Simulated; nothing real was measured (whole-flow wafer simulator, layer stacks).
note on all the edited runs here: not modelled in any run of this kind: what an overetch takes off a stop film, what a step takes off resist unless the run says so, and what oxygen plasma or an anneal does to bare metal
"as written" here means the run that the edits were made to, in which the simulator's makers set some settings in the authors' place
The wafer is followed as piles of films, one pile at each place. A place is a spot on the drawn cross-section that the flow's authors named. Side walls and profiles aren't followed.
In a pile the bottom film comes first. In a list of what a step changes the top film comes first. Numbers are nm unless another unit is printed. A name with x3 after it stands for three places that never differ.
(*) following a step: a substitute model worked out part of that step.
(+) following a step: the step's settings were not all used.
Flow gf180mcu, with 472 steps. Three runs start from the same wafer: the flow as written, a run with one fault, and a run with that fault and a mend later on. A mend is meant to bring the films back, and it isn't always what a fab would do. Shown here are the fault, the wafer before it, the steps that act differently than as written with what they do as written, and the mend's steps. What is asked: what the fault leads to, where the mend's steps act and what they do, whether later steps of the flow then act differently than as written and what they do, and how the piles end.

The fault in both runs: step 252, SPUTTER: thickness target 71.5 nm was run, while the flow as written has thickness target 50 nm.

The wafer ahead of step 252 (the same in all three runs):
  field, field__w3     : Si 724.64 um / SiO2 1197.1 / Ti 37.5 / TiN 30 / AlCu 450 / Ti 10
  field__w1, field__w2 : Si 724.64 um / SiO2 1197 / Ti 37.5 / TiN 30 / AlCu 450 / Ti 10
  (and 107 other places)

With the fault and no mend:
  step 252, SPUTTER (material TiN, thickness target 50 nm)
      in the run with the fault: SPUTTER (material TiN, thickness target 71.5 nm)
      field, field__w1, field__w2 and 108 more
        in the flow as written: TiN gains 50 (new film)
        in the run with the fault: TiN gains 71.5 (new film)
  Steps later in the flow that act otherwise than as written (3 more steps, not shown, differ only slightly: by at most 2% or 0.5 nm, whichever is larger):
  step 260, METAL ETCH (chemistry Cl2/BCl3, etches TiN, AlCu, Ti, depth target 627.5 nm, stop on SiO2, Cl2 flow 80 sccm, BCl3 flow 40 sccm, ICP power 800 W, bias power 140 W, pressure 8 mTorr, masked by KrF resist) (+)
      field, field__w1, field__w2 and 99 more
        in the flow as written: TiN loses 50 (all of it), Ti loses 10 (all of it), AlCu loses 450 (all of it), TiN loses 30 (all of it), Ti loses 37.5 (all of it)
        in the run with the fault: TiN loses 71.5 (all of it), Ti loses 10 (all of it), AlCu loses 450 (all of it), TiN loses 30 (all of it), Ti loses 37.5 (all of it)
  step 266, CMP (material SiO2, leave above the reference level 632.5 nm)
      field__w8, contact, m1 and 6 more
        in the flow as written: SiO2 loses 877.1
        in the run with the fault: SiO2 loses 898.6
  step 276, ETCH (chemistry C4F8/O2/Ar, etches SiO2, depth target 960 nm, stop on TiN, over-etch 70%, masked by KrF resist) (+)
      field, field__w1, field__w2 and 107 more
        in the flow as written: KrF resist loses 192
        in the run with the fault: KrF resist loses 187.3
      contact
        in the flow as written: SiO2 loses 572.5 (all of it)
        in the run with the fault: SiO2 loses 551 (all of it)
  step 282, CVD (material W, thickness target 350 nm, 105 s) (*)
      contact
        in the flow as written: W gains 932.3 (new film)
        in the run with the fault: W gains 910.6 (new film)
  By the end, the piles at field__w8, contact, m1 and 6 more depart from the flow's by more than 2% or 0.5 nm, whichever is larger.
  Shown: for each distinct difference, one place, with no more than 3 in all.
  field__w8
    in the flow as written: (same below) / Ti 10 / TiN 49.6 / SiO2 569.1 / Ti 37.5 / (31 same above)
    in the run with the fault: (same below) / Ti 10 / TiN 71.1 / SiO2 547.6 / Ti 37.5 / (31 same above)
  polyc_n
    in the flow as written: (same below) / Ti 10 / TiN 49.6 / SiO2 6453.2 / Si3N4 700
    in the run with the fault: (same below) / Ti 10 / TiN 71.1 / SiO2 6431.7 / Si3N4 700
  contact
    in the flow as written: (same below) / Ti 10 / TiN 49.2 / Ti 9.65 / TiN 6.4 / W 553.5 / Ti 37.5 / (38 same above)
    in the run with the fault: (same below) / Ti 10 / TiN 70.7 / Ti 9.77 / TiN 6.48 / W 531.8 / Ti 37.5 / (38 same above)

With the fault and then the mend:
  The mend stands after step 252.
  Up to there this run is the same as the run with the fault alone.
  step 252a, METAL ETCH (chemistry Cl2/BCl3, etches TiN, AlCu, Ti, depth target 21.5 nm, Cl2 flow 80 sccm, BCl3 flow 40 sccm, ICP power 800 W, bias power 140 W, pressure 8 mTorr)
      field, field__w1, field__w2 and 108 more
        TiN loses 21.5
  Later steps of the flow that are run all act as written at every place that is followed.
  By the end, the piles equal the flow's at every place that both follow.
